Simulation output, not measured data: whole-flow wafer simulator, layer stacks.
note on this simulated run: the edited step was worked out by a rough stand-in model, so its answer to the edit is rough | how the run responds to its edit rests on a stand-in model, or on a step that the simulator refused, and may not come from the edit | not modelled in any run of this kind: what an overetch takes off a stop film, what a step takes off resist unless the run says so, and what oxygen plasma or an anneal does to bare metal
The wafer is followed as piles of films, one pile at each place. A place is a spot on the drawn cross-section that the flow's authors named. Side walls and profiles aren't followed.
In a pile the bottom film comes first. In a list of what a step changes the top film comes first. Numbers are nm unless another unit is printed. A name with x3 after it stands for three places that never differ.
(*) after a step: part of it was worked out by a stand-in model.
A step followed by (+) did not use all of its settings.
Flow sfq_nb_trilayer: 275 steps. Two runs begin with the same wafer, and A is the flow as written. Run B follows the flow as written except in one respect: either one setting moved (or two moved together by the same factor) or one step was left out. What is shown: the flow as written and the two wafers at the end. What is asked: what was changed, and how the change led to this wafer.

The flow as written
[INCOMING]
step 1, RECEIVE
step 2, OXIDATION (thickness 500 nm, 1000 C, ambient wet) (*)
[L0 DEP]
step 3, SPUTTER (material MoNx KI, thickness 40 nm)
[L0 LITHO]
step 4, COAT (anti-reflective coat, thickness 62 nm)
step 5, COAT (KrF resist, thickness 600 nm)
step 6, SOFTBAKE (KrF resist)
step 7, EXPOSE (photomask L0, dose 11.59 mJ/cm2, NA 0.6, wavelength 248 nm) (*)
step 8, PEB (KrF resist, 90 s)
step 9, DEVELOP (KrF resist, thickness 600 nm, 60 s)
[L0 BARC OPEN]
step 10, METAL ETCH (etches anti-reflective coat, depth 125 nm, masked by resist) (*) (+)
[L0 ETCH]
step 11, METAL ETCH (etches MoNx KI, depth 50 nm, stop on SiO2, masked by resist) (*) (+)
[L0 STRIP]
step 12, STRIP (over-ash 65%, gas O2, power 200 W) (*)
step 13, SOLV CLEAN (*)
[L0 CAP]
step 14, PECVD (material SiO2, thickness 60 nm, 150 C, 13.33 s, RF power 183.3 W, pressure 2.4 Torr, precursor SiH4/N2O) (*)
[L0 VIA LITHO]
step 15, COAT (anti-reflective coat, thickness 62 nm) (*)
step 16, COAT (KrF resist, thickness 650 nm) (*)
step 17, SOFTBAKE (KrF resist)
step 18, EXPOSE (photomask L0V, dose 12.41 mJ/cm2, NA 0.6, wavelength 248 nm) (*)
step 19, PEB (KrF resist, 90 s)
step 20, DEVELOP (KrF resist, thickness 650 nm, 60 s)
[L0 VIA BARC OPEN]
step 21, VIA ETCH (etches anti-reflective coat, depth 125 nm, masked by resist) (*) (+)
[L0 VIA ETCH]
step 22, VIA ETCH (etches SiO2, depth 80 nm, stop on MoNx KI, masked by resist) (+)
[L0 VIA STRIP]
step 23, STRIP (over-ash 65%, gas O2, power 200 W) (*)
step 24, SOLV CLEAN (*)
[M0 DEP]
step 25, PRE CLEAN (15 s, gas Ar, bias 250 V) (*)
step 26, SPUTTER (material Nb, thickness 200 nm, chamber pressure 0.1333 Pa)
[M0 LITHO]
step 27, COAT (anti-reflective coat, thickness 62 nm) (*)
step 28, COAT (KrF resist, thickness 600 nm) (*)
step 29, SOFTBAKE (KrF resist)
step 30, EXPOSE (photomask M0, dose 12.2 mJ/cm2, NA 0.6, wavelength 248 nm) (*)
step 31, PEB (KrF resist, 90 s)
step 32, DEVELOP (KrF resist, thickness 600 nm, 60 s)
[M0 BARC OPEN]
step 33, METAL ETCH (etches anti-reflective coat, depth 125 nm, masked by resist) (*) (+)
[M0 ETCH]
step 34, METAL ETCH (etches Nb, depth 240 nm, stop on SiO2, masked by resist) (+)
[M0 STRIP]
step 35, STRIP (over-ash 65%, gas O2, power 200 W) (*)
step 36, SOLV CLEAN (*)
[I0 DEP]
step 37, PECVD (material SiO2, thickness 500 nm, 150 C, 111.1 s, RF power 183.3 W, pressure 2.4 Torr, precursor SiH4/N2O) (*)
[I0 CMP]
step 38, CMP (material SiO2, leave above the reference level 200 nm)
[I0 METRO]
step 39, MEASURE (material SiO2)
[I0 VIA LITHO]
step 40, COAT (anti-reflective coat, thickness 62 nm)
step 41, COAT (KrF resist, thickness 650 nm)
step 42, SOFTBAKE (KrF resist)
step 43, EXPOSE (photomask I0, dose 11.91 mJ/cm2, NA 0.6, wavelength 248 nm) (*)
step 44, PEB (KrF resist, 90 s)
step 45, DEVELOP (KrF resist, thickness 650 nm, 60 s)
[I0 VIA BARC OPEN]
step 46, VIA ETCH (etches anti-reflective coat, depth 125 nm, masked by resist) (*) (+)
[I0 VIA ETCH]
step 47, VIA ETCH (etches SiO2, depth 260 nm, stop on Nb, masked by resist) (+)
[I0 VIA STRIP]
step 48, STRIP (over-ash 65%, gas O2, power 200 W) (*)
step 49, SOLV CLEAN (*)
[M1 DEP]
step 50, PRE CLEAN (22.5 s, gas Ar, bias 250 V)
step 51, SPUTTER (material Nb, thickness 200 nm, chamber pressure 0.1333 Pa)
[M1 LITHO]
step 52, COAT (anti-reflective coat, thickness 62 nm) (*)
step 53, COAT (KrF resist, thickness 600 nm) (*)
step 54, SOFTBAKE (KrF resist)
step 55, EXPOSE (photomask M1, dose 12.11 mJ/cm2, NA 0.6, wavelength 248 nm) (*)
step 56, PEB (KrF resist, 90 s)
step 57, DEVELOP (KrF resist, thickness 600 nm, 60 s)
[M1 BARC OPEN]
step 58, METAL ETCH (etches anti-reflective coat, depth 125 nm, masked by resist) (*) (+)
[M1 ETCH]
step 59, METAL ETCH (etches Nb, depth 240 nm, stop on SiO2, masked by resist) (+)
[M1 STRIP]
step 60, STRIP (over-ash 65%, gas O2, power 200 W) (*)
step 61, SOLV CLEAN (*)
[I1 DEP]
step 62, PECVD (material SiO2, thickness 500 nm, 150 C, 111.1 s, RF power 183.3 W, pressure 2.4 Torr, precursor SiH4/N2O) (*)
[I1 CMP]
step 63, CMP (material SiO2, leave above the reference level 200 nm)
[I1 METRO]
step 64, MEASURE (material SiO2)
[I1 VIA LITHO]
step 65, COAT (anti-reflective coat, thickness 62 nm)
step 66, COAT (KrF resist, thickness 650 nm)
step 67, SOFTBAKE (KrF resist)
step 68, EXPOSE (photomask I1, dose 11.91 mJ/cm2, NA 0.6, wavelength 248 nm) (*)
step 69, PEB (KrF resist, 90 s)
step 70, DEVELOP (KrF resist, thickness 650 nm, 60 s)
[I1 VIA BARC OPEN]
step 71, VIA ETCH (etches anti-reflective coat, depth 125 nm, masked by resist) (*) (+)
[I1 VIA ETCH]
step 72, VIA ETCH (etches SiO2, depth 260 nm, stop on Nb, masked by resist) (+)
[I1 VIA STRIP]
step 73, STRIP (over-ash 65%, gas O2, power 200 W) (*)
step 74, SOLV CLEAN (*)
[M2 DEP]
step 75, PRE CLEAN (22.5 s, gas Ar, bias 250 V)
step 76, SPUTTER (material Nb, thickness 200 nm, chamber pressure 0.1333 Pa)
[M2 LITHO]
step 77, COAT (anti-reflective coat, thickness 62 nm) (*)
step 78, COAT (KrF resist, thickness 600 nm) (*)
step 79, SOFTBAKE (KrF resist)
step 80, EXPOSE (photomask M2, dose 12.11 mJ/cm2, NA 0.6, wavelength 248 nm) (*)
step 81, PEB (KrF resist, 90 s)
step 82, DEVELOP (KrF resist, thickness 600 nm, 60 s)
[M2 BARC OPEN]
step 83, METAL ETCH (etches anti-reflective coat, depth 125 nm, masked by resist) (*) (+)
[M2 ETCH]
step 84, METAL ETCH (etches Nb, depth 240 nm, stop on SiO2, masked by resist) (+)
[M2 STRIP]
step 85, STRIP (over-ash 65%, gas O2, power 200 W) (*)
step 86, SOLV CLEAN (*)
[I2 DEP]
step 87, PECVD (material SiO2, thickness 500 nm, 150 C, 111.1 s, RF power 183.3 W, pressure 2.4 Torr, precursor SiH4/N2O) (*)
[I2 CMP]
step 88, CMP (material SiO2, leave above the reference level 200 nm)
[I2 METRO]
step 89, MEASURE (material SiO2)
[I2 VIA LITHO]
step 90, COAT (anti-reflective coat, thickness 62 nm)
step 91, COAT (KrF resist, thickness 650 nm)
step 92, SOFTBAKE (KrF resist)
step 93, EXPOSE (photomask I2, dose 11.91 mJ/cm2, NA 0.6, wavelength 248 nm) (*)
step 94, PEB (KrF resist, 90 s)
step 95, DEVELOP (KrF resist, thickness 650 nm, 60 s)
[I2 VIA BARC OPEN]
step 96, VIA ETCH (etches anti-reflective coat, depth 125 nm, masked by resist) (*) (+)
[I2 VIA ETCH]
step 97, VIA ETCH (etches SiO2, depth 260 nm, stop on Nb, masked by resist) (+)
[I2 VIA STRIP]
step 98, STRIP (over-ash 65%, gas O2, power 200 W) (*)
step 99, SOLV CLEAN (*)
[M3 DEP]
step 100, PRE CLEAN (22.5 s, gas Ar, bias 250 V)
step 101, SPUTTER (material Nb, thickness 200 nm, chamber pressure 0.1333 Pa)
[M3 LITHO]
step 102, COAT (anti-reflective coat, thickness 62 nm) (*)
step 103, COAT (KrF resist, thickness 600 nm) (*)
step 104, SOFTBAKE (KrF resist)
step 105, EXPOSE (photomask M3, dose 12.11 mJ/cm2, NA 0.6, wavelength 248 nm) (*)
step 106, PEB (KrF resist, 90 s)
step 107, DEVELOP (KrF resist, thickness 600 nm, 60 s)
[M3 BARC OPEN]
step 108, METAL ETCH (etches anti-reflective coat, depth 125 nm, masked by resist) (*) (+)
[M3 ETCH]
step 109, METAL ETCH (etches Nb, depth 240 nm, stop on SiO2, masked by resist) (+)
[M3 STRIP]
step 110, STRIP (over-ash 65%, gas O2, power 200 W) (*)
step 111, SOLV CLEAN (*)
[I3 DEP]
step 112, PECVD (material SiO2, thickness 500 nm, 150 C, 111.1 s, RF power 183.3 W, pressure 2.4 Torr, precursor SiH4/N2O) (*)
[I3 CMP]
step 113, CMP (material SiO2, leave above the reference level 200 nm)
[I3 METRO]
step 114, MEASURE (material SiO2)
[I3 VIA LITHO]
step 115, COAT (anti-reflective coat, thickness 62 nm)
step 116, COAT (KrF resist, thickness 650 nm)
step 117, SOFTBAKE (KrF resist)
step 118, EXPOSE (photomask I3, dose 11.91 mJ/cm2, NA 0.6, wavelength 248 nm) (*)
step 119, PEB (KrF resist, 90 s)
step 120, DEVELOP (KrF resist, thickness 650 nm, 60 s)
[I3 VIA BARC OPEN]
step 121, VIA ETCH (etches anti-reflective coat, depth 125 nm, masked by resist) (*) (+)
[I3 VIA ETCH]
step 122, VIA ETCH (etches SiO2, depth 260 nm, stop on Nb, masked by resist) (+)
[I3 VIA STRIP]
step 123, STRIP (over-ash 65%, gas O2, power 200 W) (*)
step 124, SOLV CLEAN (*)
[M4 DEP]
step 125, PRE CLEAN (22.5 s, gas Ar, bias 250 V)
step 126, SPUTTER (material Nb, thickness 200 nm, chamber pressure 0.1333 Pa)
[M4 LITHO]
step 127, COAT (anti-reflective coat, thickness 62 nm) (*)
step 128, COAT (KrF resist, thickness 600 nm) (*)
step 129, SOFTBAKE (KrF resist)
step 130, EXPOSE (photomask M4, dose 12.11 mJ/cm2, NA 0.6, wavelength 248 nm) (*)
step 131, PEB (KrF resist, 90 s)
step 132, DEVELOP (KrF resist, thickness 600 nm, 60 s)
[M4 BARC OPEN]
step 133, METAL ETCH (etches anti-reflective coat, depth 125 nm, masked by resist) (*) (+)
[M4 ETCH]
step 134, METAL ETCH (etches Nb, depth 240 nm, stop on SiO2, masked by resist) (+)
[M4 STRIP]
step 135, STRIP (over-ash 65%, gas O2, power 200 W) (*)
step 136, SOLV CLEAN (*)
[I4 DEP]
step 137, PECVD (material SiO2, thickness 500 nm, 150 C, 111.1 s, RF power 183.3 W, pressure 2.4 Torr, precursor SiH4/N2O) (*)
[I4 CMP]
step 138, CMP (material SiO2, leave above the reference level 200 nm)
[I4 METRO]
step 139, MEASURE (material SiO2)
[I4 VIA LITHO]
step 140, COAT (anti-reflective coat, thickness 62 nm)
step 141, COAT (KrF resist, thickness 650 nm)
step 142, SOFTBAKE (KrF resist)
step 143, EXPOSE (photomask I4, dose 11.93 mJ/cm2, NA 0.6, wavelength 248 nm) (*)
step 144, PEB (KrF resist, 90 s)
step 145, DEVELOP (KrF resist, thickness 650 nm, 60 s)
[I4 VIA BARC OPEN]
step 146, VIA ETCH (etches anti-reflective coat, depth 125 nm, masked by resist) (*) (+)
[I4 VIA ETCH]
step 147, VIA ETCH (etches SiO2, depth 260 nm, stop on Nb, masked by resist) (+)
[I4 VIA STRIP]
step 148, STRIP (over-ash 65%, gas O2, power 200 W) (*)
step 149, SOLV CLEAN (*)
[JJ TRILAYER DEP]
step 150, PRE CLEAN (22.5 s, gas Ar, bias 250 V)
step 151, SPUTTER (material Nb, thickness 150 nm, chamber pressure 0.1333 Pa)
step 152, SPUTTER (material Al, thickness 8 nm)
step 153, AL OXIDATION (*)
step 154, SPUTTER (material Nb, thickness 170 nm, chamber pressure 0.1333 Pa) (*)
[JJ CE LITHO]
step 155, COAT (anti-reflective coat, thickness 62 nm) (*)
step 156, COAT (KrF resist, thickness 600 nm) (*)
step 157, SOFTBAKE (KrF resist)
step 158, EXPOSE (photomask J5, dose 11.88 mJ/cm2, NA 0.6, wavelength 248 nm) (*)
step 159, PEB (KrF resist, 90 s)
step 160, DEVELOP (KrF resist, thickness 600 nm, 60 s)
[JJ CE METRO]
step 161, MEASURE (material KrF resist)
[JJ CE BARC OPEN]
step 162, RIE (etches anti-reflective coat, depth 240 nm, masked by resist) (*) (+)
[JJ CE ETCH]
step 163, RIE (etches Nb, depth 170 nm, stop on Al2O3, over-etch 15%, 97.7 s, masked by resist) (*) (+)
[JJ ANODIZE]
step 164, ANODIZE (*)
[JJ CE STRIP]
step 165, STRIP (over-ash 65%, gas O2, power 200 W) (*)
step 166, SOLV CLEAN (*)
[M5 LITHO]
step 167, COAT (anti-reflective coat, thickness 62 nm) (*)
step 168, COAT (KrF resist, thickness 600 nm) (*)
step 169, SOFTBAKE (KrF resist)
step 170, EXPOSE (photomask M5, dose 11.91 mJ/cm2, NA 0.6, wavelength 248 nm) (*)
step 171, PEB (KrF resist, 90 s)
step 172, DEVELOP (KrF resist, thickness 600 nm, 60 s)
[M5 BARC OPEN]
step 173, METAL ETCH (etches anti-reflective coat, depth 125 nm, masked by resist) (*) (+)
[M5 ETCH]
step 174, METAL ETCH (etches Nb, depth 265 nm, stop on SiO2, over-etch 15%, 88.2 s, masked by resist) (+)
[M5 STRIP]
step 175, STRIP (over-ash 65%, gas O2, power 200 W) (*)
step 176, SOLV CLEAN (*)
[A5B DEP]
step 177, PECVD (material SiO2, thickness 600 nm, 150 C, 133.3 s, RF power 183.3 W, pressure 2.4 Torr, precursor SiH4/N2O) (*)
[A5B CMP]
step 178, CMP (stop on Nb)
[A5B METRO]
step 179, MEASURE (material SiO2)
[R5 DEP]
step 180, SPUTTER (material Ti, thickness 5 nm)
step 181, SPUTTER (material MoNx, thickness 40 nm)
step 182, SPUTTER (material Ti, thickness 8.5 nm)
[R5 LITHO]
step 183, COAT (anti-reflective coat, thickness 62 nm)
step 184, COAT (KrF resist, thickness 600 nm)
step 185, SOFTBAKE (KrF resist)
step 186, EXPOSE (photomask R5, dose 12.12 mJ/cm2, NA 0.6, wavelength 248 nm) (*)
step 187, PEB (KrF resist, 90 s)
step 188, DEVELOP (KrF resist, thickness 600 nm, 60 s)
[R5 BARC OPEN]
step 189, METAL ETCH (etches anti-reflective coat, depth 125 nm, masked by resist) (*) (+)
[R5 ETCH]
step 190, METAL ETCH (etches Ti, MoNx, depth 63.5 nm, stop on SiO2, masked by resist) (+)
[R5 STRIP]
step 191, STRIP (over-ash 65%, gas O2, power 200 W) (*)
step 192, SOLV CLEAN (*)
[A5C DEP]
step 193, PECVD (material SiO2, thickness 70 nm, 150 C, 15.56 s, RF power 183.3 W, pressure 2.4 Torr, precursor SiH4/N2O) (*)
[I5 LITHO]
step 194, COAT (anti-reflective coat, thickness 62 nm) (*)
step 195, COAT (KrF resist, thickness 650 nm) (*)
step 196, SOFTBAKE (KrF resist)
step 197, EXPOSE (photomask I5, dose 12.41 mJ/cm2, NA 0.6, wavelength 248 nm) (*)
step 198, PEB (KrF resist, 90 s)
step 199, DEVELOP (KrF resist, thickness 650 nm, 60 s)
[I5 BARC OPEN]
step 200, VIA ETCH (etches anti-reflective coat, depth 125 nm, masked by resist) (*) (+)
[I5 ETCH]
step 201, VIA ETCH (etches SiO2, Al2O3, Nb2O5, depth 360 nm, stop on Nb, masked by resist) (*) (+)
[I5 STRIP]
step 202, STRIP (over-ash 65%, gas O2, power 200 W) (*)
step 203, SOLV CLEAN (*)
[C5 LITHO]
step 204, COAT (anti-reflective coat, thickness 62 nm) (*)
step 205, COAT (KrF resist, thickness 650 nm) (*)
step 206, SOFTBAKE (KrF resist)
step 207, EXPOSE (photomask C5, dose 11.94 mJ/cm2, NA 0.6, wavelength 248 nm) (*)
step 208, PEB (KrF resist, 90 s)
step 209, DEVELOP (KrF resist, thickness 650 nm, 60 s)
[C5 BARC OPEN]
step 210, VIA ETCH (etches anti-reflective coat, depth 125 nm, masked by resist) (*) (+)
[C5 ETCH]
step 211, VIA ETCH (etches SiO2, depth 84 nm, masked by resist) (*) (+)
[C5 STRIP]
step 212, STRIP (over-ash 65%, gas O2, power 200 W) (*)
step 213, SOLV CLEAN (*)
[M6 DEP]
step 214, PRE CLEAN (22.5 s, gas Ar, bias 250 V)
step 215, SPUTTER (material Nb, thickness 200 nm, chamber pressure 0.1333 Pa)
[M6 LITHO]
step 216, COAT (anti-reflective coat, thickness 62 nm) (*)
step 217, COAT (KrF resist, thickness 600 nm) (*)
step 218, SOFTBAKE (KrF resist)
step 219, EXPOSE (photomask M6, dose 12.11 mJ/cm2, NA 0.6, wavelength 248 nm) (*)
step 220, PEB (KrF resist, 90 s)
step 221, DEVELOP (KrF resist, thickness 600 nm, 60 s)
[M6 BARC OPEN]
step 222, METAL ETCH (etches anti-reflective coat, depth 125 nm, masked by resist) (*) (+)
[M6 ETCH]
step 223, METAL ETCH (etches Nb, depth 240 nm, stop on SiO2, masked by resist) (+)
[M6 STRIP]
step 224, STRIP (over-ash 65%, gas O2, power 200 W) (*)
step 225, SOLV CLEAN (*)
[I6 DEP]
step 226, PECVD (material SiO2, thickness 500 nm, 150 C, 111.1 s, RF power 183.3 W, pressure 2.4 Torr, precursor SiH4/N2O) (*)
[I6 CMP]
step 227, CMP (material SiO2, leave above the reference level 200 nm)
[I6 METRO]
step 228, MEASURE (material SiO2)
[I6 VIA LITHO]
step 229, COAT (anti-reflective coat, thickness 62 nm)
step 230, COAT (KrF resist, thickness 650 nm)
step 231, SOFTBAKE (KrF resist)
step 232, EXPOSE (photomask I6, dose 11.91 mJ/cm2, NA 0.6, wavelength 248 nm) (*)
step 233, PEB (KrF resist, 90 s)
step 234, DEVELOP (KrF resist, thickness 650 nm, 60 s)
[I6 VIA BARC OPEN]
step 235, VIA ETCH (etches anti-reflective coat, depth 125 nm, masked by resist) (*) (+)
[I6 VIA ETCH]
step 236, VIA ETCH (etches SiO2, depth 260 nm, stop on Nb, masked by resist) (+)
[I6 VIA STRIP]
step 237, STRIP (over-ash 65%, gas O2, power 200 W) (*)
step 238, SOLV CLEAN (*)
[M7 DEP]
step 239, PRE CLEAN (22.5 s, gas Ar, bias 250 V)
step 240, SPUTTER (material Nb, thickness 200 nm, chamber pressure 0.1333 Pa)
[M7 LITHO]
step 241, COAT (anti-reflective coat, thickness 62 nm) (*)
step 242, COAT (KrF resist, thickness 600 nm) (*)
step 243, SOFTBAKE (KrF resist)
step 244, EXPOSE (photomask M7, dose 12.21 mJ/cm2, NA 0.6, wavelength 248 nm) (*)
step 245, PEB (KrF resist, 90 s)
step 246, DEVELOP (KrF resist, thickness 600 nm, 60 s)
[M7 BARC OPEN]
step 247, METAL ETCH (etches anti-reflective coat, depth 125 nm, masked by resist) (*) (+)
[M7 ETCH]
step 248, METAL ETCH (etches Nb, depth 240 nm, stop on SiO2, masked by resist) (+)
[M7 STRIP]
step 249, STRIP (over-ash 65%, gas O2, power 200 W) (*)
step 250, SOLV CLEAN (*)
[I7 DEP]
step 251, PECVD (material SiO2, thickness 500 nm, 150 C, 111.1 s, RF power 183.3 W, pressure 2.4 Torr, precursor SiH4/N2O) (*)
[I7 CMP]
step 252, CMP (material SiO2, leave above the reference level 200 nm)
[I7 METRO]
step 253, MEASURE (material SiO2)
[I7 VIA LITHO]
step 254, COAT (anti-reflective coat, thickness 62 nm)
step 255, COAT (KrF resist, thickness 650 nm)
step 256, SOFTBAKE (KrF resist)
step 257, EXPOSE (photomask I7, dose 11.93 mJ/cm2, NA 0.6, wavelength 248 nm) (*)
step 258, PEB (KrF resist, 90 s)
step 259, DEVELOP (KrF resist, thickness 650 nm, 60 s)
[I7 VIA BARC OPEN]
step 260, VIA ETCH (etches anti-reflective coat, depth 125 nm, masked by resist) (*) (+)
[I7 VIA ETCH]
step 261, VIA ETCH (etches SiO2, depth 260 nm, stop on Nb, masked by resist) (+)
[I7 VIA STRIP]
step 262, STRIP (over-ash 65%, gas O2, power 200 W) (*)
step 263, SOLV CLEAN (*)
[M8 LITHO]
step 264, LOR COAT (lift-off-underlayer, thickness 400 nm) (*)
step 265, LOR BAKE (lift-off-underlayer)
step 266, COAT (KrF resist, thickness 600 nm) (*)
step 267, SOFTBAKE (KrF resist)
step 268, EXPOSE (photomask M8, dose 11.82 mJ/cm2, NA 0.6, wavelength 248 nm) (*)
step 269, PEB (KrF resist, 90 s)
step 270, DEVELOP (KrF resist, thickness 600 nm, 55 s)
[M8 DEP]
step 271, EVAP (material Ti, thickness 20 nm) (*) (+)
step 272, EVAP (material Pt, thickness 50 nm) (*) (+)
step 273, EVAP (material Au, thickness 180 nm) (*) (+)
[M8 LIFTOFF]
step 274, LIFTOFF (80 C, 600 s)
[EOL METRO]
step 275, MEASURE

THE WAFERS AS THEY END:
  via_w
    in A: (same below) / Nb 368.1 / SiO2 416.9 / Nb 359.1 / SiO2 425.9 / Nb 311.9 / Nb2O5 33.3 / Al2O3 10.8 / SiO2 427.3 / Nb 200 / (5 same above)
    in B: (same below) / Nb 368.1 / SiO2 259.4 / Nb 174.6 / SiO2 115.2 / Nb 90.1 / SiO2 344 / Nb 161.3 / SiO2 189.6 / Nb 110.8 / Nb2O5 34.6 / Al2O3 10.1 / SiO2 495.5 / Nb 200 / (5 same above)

The reason: step 62, PECVD: thickness 312 nm was run, while the flow as written has thickness 500 nm; step 62, PECVD: 69.44 s was run, where the flow has 111.1 s.

How this came from the change, step by step:
  step 62, PECVD (material SiO2, thickness 500 nm, 150 C, 111.1 s, RF power 183.3 W, pressure 2.4 Torr, precursor SiH4/N2O) (*)
      field_l, be, be_sur and 72 more: A +500 SiO2 | B +312 SiO2
      v_sur, via_wl, via_wr and 20 more: A +500 SiO2 (new film) | B +312 SiO2 (new film)
      (and at 8 other places as well)
  step 63, CMP (material SiO2, leave above the reference level 200 nm)
      field_l, be, be_sur and 72 more: A -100 SiO2 | B nothing
      lsp_m, ln_m6, lsp_r, l0_sur, l0v: A -94.9 SiO2 | B nothing
      (and at 26 other places as well)
  step 65, COAT (anti-reflective coat, thickness 62 nm)
      m0r_line_l, m0r_line_r, m6r_line_l, m6r_line_r, m7r_line_l, m7r_line_r: A +62 anti-reflective coat (new film) | B +63.5 anti-reflective coat (new film)
      m0r_space_l, m0r_space_r, m6r_space_l, m6r_space_r, m7r_space_l, m7r_space_r: A +62 anti-reflective coat (new film) | B +74.3 anti-reflective coat (new film)
      (and at 64 other places as well)
  step 66, COAT (KrF resist, thickness 650 nm)
      m0r_line_l, m0r_line_r, m6r_line_l, m6r_line_r, m7r_line_l, m7r_line_r: A +650 KrF resist (new film) | B +667.4 KrF resist (new film)
      via_wl, via_sp: A +650 KrF resist (new film) | B +616.1 KrF resist (new film)
      (and at 29 other places as well)
  step 70, DEVELOP (KrF resist, thickness 650 nm, 60 s)
      via_v: A -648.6 KrF resist (all of it) | B -616.1 KrF resist (all of it)
  step 71, VIA ETCH (etches anti-reflective coat, depth 125 nm, masked by resist) (*) (+)
      field_l, v_sur, via_wl and 102 more: A -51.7 KrF resist | B -45.8 KrF resist
      via_v: A -62 anti-reflective coat (all of it), -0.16 SiO2 | B -55 anti-reflective coat (all of it), -0.14 SiO2
  step 73, STRIP (over-ash 65%, gas O2, power 200 W) (*)
      m0r_line_l, m0r_line_r, m6r_line_l, m6r_line_r, m7r_line_l, m7r_line_r: A -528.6 KrF resist (all of it), -62 anti-reflective coat (all of it) | B -551.9 KrF resist (all of it), -63.5 anti-reflective coat (all of it)
      m0r_space_l, m0r_space_r, m6r_space_l, m6r_space_r, m7r_space_l, m7r_space_r: A -528.6 KrF resist (all of it), -62 anti-reflective coat (all of it) | B -544.7 KrF resist (all of it), -74.3 anti-reflective coat (all of it)
      (and at 78 other places as well)
  step 76, SPUTTER (material Nb, thickness 200 nm, chamber pressure 0.1333 Pa)
      be, lsp_l: A +200 Nb (new film) | B +192.1 Nb (new film)
      via_w: A +200 Nb (new film) | B +174.6 Nb (new film)
  step 77, COAT (anti-reflective coat, thickness 62 nm) (*)
      m0r_line_l, m0r_line_r, m6r_line_l, m6r_line_r, m7r_line_l, m7r_line_r: A +62 anti-reflective coat (new film) | B +63.6 anti-reflective coat (new film)
      m0r_space_l, m0r_space_r, m6r_space_l, m6r_space_r, m7r_space_l, m7r_space_r: A +62 anti-reflective coat (new film) | B +72 anti-reflective coat (new film)
      (and at 63 other places as well)
  step 78, COAT (KrF resist, thickness 600 nm) (*)
      m0r_line_l, m0r_line_r, m6r_line_l, m6r_line_r, m7r_line_l, m7r_line_r: A +600 KrF resist (new film) | B +615.4 KrF resist (new film)
      m5r_linepad_l, m5r_linepad_r: A +600 KrF resist (new film) | B +580.8 KrF resist (new film)
      (and at 29 other places as well)
  step 82, DEVELOP (KrF resist, thickness 600 nm, 60 s)
      m0r_line_l, m0r_line_r, m6r_line_l, m6r_line_r, m7r_line_l, m7r_line_r: A -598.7 KrF resist (all of it) | B -614.1 KrF resist (all of it)
      m5r_linepad_l, m5r_linepad_r: A -598.7 KrF resist (all of it) | B -579.6 KrF resist (all of it)
      (and at 16 other places as well)
  step 83, METAL ETCH (etches anti-reflective coat, depth 125 nm, masked by resist) (*) (+)
      v_sur, via_wl, via_w and 19 more: A -51.7 KrF resist | B -58.1 KrF resist
      m0r_line_l, m0r_line_r, m6r_line_l, m6r_line_r, m7r_line_l, m7r_line_r: A -62 anti-reflective coat (all of it) | B -63.6 anti-reflective coat (all of it)
      (and at 47 other places as well)
  step 84, METAL ETCH (etches Nb, depth 240 nm, stop on SiO2, masked by resist) (+)
      be, lsp_l: A -200 Nb (all of it) | B -192.1 Nb (all of it)
  step 85, STRIP (over-ash 65%, gas O2, power 200 W) (*)
      wl_a_sr, wl_b_m5: A -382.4 KrF resist (all of it), -62 anti-reflective coat (all of it) | B -367.9 KrF resist (all of it), -60.1 anti-reflective coat (all of it)
      v_sur: A -380 KrF resist (all of it), -61.4 anti-reflective coat (all of it) | B -330.1 KrF resist (all of it), -46.7 anti-reflective coat (all of it)
      (and at 19 other places as well)
  step 87, PECVD (material SiO2, thickness 500 nm, 150 C, 111.1 s, RF power 183.3 W, pressure 2.4 Torr, precursor SiH4/N2O) (*)
      via_w: A +500 SiO2 (new film) | B +539.9 SiO2 (new film)
  step 88, CMP (material SiO2, leave above the reference level 200 nm)
      field_l, be, be_sur and 79 more: A -100 SiO2 | B -12 SiO2
      via_w: A -300 SiO2 | B -157.1 SiO2
  ... another 33 steps ...
  step 178, CMP (stop on Nb)
      via_w: A -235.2 SiO2 | B -226.5 SiO2
With metal films that touch counted as one body, via_w has 7 bodies (between them, from the top down: SiO2 192.5; SiO2 495.5 / Al2O3 10.1 / Nb2O5 34.6; SiO2 189.6; SiO2 344; SiO2 115.2; SiO2 259.4); the flow as written gives 5 bodies (between them, from the top down: SiO2 192.5; SiO2 427.3 / Al2O3 10.8 / Nb2O5 33.3; SiO2 425.9; SiO2 416.9).
